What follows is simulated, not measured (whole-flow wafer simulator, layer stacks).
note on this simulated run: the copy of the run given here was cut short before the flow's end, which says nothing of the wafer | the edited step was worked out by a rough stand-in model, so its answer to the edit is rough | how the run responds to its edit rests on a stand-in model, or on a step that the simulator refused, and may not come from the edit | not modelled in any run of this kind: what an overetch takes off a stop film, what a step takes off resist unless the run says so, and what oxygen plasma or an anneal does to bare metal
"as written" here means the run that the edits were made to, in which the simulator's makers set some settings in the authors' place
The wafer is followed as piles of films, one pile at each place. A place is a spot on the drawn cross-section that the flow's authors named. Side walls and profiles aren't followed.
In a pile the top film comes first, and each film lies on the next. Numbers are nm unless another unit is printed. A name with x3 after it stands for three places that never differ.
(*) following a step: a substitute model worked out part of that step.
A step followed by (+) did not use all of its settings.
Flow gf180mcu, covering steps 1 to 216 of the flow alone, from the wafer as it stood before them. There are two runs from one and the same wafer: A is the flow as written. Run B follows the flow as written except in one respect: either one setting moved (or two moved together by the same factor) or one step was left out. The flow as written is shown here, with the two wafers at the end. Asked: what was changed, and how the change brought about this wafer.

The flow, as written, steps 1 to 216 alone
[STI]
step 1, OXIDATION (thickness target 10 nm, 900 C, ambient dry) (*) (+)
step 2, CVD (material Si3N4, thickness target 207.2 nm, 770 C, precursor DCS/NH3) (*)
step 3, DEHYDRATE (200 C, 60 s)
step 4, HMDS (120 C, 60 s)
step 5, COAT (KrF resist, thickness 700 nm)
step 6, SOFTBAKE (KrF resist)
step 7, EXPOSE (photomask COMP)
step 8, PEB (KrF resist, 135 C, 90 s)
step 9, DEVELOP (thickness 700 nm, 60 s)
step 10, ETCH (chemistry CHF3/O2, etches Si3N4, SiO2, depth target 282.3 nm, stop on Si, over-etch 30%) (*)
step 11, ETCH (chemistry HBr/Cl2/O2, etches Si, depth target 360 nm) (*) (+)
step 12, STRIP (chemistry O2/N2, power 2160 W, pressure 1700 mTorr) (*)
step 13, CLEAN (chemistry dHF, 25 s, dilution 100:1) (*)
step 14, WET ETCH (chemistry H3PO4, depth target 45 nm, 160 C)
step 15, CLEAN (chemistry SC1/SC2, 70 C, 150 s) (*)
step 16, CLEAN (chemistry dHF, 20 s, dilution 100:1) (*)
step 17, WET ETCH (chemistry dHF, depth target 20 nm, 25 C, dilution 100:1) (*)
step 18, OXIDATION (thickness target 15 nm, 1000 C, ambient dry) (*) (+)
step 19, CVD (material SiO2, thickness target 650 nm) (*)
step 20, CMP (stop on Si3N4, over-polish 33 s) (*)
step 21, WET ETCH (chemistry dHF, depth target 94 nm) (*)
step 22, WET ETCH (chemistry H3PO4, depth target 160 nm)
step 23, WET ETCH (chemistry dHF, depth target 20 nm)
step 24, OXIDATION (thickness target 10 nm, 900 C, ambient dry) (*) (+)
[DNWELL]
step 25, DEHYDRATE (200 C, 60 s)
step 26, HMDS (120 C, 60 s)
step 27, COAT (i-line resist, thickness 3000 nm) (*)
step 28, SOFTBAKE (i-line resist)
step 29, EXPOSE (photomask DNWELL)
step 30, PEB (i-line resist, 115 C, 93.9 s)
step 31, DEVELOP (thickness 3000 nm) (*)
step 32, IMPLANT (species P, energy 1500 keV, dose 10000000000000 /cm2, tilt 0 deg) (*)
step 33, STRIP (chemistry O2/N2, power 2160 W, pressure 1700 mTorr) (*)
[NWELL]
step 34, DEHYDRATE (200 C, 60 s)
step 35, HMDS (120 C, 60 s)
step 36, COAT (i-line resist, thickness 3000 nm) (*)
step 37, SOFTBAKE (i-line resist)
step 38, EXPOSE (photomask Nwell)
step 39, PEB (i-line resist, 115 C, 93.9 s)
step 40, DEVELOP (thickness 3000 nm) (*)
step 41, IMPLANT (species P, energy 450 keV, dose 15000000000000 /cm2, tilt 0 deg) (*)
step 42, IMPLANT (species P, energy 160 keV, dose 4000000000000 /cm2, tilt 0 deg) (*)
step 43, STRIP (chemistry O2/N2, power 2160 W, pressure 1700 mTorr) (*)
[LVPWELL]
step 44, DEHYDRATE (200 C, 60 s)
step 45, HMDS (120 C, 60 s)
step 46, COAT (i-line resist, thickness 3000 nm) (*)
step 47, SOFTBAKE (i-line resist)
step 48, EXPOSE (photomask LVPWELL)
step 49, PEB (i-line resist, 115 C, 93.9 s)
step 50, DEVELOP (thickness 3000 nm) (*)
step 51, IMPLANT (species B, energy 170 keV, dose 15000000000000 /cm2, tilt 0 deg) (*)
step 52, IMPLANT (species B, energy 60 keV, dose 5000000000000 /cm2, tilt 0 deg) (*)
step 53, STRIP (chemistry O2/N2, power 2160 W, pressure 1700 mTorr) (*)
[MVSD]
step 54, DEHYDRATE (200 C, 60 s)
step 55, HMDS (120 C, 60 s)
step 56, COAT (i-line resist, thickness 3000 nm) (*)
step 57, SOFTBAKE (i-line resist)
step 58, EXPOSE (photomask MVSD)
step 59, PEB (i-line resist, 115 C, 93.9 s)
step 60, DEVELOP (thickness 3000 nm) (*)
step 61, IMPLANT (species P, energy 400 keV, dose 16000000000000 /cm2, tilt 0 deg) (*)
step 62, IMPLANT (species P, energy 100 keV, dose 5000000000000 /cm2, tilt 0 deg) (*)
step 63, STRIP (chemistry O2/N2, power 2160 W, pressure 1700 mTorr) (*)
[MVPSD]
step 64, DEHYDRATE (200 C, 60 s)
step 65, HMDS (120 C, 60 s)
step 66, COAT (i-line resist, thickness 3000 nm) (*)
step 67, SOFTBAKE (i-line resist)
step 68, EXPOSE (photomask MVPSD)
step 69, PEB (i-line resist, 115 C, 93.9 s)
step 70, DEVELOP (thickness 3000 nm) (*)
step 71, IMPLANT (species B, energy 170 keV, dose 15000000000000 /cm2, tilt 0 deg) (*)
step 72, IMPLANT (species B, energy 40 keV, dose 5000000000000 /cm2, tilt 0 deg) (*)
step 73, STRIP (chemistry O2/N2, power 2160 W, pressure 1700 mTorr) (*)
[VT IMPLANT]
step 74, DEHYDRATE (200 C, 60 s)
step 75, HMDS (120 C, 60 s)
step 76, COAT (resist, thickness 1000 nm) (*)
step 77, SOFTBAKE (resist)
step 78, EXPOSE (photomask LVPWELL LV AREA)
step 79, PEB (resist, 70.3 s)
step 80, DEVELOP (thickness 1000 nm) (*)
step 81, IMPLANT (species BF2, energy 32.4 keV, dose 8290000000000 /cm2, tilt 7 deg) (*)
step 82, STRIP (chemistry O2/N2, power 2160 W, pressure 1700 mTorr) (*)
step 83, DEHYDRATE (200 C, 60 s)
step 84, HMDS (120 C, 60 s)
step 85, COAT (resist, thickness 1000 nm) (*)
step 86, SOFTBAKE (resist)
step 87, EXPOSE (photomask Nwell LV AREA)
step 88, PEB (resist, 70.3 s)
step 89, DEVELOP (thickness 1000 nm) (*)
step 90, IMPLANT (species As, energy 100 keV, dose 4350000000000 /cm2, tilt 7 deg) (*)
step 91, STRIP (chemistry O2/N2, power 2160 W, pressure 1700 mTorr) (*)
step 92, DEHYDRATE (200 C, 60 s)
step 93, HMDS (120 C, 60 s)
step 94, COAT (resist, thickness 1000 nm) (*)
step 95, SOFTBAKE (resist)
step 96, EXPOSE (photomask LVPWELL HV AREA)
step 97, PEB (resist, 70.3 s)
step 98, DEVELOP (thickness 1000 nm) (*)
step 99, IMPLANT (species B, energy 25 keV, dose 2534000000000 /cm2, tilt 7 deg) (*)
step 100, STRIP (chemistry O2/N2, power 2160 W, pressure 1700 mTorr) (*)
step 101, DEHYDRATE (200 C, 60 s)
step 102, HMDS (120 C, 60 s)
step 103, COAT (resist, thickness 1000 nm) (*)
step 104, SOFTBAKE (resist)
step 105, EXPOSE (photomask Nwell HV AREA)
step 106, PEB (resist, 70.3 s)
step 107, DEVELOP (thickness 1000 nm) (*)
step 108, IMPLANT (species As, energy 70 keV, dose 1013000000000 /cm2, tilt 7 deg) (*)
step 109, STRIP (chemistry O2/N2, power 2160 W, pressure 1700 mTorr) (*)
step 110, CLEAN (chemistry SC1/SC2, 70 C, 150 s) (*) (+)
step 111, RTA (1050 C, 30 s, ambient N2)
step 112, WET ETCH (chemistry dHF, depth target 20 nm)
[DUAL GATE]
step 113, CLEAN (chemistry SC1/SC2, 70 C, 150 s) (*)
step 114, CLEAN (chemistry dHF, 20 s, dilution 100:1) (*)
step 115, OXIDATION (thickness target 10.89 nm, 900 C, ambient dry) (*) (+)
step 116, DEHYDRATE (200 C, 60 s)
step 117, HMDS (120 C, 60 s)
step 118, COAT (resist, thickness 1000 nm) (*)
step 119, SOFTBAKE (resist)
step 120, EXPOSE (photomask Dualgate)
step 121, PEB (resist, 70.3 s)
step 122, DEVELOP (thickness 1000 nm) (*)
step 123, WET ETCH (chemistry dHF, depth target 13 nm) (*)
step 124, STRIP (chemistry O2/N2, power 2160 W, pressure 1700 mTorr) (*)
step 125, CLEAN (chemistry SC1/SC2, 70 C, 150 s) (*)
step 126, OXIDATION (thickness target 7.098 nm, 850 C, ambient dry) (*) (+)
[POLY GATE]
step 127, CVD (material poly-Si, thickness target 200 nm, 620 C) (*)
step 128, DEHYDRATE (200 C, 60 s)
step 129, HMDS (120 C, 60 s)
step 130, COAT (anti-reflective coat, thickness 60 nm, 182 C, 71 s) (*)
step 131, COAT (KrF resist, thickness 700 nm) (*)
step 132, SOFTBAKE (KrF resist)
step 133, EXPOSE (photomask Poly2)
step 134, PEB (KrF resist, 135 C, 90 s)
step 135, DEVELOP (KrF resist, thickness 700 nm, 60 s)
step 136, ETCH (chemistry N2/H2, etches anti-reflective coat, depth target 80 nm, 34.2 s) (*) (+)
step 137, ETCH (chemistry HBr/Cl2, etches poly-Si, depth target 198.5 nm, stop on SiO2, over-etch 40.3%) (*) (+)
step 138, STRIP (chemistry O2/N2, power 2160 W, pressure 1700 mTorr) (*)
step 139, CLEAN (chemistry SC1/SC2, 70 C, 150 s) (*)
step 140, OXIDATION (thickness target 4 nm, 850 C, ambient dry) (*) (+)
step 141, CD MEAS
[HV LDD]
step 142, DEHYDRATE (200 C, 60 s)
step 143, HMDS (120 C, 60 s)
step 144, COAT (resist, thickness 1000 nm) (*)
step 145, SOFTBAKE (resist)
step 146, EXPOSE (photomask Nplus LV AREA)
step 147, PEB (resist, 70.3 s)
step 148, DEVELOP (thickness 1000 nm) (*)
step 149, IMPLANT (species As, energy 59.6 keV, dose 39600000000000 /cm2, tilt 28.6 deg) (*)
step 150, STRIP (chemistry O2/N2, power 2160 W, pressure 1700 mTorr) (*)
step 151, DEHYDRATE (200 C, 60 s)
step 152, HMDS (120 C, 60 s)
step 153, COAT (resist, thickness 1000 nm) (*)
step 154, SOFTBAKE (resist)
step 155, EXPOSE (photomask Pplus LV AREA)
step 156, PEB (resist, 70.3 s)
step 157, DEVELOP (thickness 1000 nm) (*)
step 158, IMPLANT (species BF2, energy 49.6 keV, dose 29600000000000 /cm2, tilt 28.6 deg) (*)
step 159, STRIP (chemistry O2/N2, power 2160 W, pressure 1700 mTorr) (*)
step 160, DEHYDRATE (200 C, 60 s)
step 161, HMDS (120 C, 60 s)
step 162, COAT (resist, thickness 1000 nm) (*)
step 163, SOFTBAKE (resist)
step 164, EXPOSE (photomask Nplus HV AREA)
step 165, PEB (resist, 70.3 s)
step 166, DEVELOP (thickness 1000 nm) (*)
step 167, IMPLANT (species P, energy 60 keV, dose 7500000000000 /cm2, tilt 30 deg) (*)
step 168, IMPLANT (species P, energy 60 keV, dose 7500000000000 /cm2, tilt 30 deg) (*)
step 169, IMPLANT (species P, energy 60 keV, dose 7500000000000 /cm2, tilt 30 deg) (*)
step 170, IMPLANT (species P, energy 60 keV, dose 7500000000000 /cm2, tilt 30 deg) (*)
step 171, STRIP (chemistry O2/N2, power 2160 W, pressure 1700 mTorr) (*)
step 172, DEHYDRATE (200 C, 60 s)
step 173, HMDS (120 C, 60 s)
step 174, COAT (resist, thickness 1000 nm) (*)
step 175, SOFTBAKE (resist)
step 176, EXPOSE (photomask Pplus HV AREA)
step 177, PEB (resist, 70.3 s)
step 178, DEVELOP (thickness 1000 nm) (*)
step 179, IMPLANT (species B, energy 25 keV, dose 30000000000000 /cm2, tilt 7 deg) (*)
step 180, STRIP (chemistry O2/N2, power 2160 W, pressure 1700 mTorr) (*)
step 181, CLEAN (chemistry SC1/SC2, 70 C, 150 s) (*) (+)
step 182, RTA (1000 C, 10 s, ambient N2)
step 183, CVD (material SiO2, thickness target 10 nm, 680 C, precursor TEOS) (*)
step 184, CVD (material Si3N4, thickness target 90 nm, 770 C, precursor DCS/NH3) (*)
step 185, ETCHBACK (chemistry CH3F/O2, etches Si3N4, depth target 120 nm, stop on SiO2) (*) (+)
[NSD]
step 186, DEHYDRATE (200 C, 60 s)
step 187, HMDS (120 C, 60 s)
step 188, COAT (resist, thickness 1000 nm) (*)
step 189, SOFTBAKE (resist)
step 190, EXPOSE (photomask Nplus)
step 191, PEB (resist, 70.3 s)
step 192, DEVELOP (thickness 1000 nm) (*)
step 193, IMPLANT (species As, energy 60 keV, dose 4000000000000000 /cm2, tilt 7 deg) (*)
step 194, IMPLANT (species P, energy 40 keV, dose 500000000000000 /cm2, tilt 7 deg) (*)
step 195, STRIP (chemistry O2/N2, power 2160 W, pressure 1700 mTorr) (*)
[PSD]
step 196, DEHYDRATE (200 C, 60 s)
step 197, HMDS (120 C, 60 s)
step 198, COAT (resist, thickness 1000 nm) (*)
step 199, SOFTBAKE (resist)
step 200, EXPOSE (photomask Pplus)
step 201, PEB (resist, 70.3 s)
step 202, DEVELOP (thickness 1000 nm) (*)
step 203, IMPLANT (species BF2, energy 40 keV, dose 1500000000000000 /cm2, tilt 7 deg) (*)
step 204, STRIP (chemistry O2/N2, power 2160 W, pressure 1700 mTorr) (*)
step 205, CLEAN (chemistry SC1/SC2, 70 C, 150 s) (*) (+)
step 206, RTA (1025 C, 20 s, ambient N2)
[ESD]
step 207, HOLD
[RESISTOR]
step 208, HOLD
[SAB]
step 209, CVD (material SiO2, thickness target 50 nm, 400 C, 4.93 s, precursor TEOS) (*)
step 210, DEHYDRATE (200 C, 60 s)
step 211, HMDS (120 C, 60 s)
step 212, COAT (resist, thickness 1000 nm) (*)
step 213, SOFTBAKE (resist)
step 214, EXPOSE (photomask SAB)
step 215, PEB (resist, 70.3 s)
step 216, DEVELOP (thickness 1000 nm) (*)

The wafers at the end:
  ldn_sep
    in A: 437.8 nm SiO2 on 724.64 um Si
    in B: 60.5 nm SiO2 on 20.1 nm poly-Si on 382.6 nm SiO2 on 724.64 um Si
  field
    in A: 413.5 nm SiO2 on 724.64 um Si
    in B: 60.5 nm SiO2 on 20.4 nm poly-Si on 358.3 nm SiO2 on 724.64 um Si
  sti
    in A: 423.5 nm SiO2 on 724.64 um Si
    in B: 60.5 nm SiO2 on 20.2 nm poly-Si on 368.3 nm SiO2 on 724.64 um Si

What caused this: step 127, CVD: thickness target 302 nm was run, though the flow has thickness target 200 nm.

How this came from the change, step by step:
  step 127, CVD (material poly-Si, thickness target 200 nm, 620 C) (*)
      field, field__w1, field__w2 and 89 more: A +200 poly-Si (new film) | B +302 poly-Si (new film)
  step 137, ETCH (chemistry HBr/Cl2, etches poly-Si, depth target 198.5 nm, stop on SiO2, over-etch 40.3%) (*) (+)
      field__w3, field__w12, field_sub and 14 more: A -199 poly-Si (all of it), -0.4 SiO2 | B -278.5 poly-Si
      field__w6, sti, m1 and 11 more: A -198.8 poly-Si (all of it), -0.4 SiO2 | B -278.5 poly-Si
      (also at 33 further places)
  step 138, STRIP (chemistry O2/N2, power 2160 W, pressure 1700 mTorr) (*)
      field, field__w1, field__w2 and 61 more: A nothing | B +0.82 chemical SiO2 (new film), -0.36 poly-Si
  step 139, CLEAN (chemistry SC1/SC2, 70 C, 150 s) (*)
      field, field__w1, field__w2 and 34 more: A -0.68 SiO2 | B -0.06 chemical SiO2, -0.27 poly-Si
  step 140, OXIDATION (thickness target 4 nm, 850 C, ambient dry) (*) (+)
      field, field__w1, field__w2 and 21 more: A +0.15 SiO2, -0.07 Si | B +4 SiO2 (new film), -0.76 chemical SiO2 (all of it), -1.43 poly-Si
      active_hv, active_nat, ld_sd_n and 11 more: A +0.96 SiO2, -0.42 Si | B +4 SiO2 (new film), -0.76 chemical SiO2 (all of it), -1.43 poly-Si
      (also at 26 further places)
  step 144, COAT (resist, thickness 1000 nm) (*)
      polyc_n, polyc_p: A +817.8 resist (new film) | B +753.9 resist (new film)
      field_sub__w4: A +1047.7 resist (new film) | B +1070.5 resist (new film)
      (also at 30 further places)
  step 145, SOFTBAKE (resist)
      active_hv: A +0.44 resist | B -1.47 resist
      nw_enc_fld_lv__w3: A +2.63 resist | B -1.65 resist
      (also at 73 further places)
  step 147, PEB (resist, 70.3 s)
      polyc_n, polyc_n_rim, polyc_p, polyc_p_rim: A -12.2 resist | B -11 resist
      ldn_ch, ldn_acc, ldp_ch, ldp_acc: A -13 resist | B -11.9 resist
      (also at 27 further places)
  step 148, DEVELOP (thickness 1000 nm) (*)
      gate: A -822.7 resist (all of it) | B -758.4 resist (all of it)
      npoly_u: A -821.5 resist (all of it) | B -759.2 resist (all of it)
      (also at 3 further places)
  step 150, STRIP (chemistry O2/N2, power 2160 W, pressure 1700 mTorr) (*)
      field_sub__w4: A -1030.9 resist (all of it) | B -1053.3 resist (all of it)
      gate_hv: A -824.2 resist (all of it) | B -763.6 resist (all of it)
      (also at 25 further places)
  step 153, COAT (resist, thickness 1000 nm) (*)
      polyc_n, polyc_p: A +817.8 resist (new film) | B +753.9 resist (new film)
      field_sub__w4: A +1047.7 resist (new film) | B +1070.5 resist (new film)
      (also at 30 further places)
  step 154, SOFTBAKE (resist)
      active_hv: A +0.44 resist | B -1.47 resist
      nw_enc_fld_lv__w3: A +2.63 resist | B -1.65 resist
      (also at 73 further places)
  step 156, PEB (resist, 70.3 s)
      polyc_n, polyc_n_rim, polyc_p, polyc_p_rim: A -12.2 resist | B -11 resist
      ldn_ch, ldn_acc, ldp_ch, ldp_acc: A -13 resist | B -11.9 resist
      (also at 27 further places)
  step 157, DEVELOP (thickness 1000 nm) (*)
      gate_p: A -828.7 resist (all of it) | B -765.8 resist (all of it)
      ppoly_u: A -827 resist (all of it) | B -767 resist (all of it)
      (also at 3 further places)
  step 159, STRIP (chemistry O2/N2, power 2160 W, pressure 1700 mTorr) (*)
      field_sub__w4: A -1030.9 resist (all of it) | B -1053.3 resist (all of it)
      gate: A -822.7 resist (all of it) | B -758.4 resist (all of it)
      (also at 25 further places)
  step 162, COAT (resist, thickness 1000 nm) (*)
      polyc_n, polyc_p: A +817.8 resist (new film) | B +753.9 resist (new film)
      field_sub__w4: A +1047.7 resist (new film) | B +1070.5 resist (new film)
      (also at 30 further places)
  ... 23 further steps ...
  step 216, DEVELOP (thickness 1000 nm) (*)
      field__w3, field__w12: A -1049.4 resist (all of it) | B -1072.8 resist (all of it)
      field__w2: A -1035.2 resist (all of it) | B -1059 resist (all of it)
      (also at 43 further places)
